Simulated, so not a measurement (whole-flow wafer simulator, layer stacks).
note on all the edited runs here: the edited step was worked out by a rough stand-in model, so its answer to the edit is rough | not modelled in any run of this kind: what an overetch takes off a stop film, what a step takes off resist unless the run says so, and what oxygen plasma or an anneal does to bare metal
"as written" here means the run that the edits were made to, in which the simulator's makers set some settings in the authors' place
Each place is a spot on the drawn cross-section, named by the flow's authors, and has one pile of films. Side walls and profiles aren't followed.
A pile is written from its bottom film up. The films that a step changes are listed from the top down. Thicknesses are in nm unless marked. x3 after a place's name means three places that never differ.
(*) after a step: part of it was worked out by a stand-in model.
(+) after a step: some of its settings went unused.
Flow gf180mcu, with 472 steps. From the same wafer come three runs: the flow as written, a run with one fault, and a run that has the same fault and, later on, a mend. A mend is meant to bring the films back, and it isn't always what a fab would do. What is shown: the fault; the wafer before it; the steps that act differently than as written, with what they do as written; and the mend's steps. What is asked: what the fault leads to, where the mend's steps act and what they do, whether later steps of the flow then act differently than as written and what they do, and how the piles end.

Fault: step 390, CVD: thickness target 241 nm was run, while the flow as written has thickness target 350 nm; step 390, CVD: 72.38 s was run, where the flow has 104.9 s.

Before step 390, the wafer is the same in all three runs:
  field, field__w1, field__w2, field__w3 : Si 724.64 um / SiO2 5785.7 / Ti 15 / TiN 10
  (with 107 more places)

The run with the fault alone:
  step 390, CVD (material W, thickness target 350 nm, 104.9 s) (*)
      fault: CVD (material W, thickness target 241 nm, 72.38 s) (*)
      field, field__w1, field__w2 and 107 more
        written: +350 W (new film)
        fault: +242.4 W (new film)
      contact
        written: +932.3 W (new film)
        fault: +824.7 W (new film)
  Steps further on in the flow that do not act as written:
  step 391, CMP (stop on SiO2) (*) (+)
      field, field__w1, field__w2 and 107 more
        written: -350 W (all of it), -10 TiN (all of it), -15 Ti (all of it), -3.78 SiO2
        fault: -242.4 W (all of it), -10 TiN (all of it), -15 Ti (all of it), -2.7 SiO2
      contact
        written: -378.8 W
        fault: -270.1 W
  When the end is reached, the piles differ only a little from the flow's at the places that both follow, at most by 2% or 0.5 nm, whichever is larger.

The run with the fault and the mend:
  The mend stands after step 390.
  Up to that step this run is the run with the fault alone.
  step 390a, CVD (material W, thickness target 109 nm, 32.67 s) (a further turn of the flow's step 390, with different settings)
      field, field__w1, field__w2 and 108 more
        +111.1 W
  Later steps of the flow that are run all act as written at every place that is followed, up to a difference of at most 2% or 0.5 nm, whichever is larger.
  When the end is reached, the piles differ only a little from the flow's at the places that both follow, at most by 2% or 0.5 nm, whichever is larger.
